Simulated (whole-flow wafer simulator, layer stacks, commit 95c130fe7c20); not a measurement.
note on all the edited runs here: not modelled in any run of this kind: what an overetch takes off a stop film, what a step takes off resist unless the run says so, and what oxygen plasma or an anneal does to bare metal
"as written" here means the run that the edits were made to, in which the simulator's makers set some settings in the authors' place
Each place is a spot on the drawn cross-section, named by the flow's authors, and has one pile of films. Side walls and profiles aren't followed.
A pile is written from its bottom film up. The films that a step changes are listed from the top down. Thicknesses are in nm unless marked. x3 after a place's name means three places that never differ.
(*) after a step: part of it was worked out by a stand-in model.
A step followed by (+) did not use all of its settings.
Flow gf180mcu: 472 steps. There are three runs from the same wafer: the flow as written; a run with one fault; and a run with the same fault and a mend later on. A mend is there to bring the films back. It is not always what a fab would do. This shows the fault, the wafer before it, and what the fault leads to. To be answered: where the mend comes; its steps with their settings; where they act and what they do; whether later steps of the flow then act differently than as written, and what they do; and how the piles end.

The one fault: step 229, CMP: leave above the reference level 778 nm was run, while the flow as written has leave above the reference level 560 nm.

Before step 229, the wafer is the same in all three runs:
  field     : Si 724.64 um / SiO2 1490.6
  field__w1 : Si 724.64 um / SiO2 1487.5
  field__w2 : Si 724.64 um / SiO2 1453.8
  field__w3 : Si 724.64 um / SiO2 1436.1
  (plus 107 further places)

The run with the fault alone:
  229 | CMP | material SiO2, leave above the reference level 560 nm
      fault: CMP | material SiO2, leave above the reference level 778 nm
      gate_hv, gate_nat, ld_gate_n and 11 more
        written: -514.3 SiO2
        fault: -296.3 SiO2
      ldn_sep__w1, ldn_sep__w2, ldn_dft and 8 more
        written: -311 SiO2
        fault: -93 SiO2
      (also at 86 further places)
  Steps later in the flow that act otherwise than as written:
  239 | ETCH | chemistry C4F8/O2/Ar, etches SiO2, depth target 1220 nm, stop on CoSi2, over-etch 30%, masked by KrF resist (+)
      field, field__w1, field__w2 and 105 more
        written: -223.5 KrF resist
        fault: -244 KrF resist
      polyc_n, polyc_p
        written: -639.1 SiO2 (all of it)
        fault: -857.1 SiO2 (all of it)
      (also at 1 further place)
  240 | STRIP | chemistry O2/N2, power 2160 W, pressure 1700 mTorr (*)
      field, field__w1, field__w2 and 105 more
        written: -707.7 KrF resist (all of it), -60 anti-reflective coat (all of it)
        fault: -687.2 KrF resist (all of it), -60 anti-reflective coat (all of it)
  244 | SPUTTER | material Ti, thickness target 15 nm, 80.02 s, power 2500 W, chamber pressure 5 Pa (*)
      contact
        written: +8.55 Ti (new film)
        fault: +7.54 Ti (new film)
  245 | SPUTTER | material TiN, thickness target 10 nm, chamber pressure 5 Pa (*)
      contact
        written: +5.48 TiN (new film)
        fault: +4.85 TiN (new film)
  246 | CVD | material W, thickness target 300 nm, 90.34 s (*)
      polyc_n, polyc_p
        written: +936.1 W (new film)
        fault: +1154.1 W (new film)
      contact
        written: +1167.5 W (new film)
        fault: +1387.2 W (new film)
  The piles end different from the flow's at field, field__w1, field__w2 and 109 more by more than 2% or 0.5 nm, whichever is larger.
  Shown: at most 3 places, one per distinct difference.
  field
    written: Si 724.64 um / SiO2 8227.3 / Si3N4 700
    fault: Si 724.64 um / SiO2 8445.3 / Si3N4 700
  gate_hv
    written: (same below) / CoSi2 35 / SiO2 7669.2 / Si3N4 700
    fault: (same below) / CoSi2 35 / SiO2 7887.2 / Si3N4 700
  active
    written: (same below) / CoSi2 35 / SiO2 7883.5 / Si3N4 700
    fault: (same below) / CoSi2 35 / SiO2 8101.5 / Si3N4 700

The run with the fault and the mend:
  After step 229 comes the mend.
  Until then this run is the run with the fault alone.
  229a | CMP | material SiO2, leave above the reference level 560 nm (the flow's step 229, run once more)
      field, field__w1, field__w2 and 108 more
        -218 SiO2
  Later steps of the flow that are run all act as written at every place that is followed.
  At every place that both follow, the piles at the end match the flow's.
